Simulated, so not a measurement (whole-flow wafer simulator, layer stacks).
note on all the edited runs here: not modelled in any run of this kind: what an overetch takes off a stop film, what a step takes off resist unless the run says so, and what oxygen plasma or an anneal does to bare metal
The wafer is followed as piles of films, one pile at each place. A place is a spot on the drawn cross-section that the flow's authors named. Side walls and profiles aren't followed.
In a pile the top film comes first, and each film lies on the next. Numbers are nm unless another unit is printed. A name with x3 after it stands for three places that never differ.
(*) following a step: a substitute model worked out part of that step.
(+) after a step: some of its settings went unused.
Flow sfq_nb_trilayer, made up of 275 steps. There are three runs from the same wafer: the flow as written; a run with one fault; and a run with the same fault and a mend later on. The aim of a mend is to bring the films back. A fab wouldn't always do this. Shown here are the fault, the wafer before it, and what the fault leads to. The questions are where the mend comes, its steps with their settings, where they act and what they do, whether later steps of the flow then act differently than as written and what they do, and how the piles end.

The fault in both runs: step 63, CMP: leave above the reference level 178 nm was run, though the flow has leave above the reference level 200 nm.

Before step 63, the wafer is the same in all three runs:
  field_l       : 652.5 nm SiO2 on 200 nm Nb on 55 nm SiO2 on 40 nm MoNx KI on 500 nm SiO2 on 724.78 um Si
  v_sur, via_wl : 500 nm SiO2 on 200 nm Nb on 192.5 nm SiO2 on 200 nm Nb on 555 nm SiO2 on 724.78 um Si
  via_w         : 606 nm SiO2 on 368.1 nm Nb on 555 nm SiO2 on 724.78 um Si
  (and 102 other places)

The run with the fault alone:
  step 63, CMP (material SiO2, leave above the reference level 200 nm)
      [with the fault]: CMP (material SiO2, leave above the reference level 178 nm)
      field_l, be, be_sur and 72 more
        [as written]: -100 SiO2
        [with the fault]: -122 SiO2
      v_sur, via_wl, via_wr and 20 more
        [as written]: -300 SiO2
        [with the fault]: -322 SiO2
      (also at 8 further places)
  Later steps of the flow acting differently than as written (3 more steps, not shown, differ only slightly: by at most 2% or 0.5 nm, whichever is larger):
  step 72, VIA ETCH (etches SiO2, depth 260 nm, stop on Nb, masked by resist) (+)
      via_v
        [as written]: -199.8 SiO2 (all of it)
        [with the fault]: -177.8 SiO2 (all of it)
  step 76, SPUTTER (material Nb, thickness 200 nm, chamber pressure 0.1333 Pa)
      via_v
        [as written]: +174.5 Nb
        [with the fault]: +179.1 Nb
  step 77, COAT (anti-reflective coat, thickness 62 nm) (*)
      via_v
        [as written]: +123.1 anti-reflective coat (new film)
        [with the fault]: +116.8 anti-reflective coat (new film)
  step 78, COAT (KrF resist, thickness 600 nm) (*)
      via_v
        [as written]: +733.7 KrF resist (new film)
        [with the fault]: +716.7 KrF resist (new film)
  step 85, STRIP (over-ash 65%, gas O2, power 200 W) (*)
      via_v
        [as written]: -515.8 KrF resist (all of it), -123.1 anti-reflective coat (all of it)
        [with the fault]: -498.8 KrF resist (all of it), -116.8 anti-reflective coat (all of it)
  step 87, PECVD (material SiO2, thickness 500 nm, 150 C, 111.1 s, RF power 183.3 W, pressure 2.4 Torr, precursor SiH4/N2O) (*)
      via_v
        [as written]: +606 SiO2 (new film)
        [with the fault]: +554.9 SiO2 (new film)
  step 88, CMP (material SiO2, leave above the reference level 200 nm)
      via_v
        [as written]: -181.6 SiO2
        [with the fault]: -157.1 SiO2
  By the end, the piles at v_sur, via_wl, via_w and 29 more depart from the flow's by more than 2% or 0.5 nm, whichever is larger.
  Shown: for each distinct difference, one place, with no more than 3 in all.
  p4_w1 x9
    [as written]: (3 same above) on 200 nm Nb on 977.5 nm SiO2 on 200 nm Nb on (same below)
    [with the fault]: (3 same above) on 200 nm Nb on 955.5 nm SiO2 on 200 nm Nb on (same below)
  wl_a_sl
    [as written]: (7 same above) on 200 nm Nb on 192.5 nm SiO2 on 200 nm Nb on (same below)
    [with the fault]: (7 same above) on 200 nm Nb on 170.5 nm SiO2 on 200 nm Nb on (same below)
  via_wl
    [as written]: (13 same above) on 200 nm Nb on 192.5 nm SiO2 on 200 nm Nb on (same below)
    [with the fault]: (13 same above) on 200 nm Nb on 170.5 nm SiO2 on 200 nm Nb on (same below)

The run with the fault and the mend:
  The mend follows step 64.
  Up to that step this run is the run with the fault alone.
  step 64a, PECVD (material SiO2, thickness 22 nm, 150 C, 4.889 s, RF power 183.3 W, pressure 2.4 Torr, precursor SiH4/N2O) (the flow's step 62 again, with other settings)
      field_l, v_sur, via_wl and 103 more
        +22 SiO2
  None of the later steps of the flow differs from how it acts as written, at any place that is followed, by more than 2% or 0.5 nm, whichever is larger.
  The piles end only slightly different from the flow's at the places that both follow, by no more than 2% or 0.5 nm, whichever is larger.
